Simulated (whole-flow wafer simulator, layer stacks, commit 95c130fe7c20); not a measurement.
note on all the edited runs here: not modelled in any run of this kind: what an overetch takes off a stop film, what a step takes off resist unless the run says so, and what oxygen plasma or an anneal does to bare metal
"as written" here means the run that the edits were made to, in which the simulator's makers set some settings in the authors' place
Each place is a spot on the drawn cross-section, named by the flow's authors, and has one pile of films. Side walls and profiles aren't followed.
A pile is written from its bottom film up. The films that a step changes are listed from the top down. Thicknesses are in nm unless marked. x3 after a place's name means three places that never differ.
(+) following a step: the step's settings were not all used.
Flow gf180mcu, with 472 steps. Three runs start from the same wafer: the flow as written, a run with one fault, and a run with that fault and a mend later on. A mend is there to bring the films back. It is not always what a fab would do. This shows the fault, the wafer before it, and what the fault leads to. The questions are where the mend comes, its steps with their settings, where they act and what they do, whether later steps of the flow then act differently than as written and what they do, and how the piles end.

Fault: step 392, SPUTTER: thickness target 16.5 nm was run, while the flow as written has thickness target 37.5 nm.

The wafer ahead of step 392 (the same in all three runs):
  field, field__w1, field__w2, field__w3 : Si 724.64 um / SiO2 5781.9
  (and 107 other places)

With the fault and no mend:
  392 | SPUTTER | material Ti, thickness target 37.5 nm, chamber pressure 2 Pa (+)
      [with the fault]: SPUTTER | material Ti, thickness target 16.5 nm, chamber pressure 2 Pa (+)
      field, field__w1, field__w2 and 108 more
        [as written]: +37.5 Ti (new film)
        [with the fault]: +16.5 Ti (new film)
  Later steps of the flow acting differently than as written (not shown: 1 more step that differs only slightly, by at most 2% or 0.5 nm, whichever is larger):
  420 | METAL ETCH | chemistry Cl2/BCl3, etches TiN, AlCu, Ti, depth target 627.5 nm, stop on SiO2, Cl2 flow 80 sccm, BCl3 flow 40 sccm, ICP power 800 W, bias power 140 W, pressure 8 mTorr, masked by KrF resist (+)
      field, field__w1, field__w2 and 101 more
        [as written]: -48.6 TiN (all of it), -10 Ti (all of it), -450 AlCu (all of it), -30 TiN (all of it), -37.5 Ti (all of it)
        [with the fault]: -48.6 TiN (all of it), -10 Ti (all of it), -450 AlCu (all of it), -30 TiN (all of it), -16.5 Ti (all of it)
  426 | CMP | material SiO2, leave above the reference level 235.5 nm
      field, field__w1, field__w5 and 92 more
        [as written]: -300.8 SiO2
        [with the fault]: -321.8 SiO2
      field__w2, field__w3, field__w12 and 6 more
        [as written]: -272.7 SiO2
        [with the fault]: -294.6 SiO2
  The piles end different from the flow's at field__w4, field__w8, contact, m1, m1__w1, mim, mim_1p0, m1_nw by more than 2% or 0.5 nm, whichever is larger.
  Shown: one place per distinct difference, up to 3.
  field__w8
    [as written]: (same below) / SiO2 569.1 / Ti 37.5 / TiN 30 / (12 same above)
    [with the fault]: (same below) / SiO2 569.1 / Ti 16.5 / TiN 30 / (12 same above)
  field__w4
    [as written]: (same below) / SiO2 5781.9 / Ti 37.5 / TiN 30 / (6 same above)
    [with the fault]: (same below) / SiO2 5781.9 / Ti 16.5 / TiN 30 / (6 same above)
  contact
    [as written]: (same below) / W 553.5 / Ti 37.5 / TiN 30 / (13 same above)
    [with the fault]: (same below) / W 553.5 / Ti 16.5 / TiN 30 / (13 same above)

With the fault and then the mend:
  After step 392 comes the mend.
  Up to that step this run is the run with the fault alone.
  392a | SPUTTER | material Ti, thickness target 21 nm, chamber pressure 2 Pa (+) (the flow's step 392 again, with other settings)
      field, field__w1, field__w2 and 108 more
        +21 Ti
  Later steps of the flow that are run all act as written at every place that is followed.
  At every place that both follow, the piles at the end match the flow's.
